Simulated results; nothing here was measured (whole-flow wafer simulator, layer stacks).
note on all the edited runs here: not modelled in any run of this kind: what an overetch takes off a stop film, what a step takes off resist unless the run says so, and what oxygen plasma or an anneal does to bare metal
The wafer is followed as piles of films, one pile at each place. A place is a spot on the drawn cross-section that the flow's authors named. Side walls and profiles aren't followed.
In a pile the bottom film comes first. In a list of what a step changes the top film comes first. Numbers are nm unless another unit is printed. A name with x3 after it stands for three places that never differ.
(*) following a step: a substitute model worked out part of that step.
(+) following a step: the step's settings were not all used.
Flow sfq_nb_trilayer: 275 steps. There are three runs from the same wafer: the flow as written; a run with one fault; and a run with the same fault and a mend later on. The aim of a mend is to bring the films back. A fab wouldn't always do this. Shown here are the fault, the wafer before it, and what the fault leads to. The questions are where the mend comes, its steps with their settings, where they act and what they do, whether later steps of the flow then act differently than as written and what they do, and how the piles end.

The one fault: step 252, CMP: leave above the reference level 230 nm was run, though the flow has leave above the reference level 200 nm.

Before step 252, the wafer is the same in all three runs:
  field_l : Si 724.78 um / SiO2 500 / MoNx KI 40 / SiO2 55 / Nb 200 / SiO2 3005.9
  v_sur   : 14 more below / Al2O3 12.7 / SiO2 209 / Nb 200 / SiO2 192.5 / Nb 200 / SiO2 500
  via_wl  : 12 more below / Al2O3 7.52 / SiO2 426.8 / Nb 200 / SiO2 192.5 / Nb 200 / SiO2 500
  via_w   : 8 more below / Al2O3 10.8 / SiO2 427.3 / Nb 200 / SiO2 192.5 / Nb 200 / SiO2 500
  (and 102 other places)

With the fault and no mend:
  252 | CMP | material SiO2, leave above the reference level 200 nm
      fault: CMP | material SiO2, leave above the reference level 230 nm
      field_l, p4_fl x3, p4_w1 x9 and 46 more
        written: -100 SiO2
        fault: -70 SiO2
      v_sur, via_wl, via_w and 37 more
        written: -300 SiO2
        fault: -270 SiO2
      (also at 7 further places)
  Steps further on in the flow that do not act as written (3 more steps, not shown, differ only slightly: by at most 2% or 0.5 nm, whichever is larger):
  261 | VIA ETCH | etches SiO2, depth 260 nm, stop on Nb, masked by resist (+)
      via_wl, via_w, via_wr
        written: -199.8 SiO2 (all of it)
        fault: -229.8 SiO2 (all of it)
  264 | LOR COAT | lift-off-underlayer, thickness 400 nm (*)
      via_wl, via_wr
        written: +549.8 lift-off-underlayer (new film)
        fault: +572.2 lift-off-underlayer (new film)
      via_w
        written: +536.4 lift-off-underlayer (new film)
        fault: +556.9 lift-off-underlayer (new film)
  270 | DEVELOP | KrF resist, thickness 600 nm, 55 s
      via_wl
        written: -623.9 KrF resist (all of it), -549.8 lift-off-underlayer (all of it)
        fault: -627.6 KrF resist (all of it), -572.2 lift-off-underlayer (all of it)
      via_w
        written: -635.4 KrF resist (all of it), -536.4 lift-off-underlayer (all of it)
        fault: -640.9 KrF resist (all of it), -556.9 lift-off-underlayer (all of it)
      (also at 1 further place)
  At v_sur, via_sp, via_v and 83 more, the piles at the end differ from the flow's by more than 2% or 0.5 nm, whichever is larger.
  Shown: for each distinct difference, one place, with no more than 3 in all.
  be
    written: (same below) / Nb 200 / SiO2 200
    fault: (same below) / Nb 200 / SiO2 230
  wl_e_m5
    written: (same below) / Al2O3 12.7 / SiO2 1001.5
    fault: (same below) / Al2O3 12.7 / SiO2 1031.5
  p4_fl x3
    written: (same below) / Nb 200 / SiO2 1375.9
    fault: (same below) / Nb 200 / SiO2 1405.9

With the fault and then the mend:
  The mend stands after step 259.
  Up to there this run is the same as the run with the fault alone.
  259a | STRIP | over-ash 65%, gas O2, power 200 W (*)
      field_l, v_sur, via_sp and 100 more
        -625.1 KrF resist (all of it), -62 anti-reflective coat (all of it)
      via_wl, via_w, via_wr
        -62 anti-reflective coat (all of it)
  259b | CMP | material SiO2, leave above the reference level 200 nm (the flow's step 252, run once more)
      field_l, v_sur, via_wl and 103 more
        -30 SiO2
  259c | COAT | anti-reflective coat, thickness 62 nm (the flow's step 254, run once more)
      field_l, v_sur, via_wl and 103 more
        +62 anti-reflective coat (new film)
  259d | COAT | KrF resist, thickness 650 nm (the flow's step 255, run once more)
      field_l, v_sur, via_wl and 103 more
        +650 KrF resist (new film)
  259e | SOFTBAKE | KrF resist (the flow's step 256, run once more)
      alters no film at any place that is followed
  259f | EXPOSE | photomask I7, dose 11.93 mJ/cm2, NA 0.6, wavelength 248 nm (*) (the flow's step 257, run once more)
      alters no film at any place that is followed
  259g | PEB | KrF resist, 90 s (the flow's step 258, run once more)
      field_l, v_sur, via_wl and 103 more
        -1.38 KrF resist
  259h | DEVELOP | KrF resist, thickness 650 nm, 60 s (the flow's step 259, run once more)
      field_l, v_sur, via_sp and 100 more
        -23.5 KrF resist
      via_wl, via_w, via_wr
        -648.6 KrF resist (all of it)
  Every later step of the flow that is run acts as written at every place that is followed.
  The piles end the same as the flow's at every place that both follow.
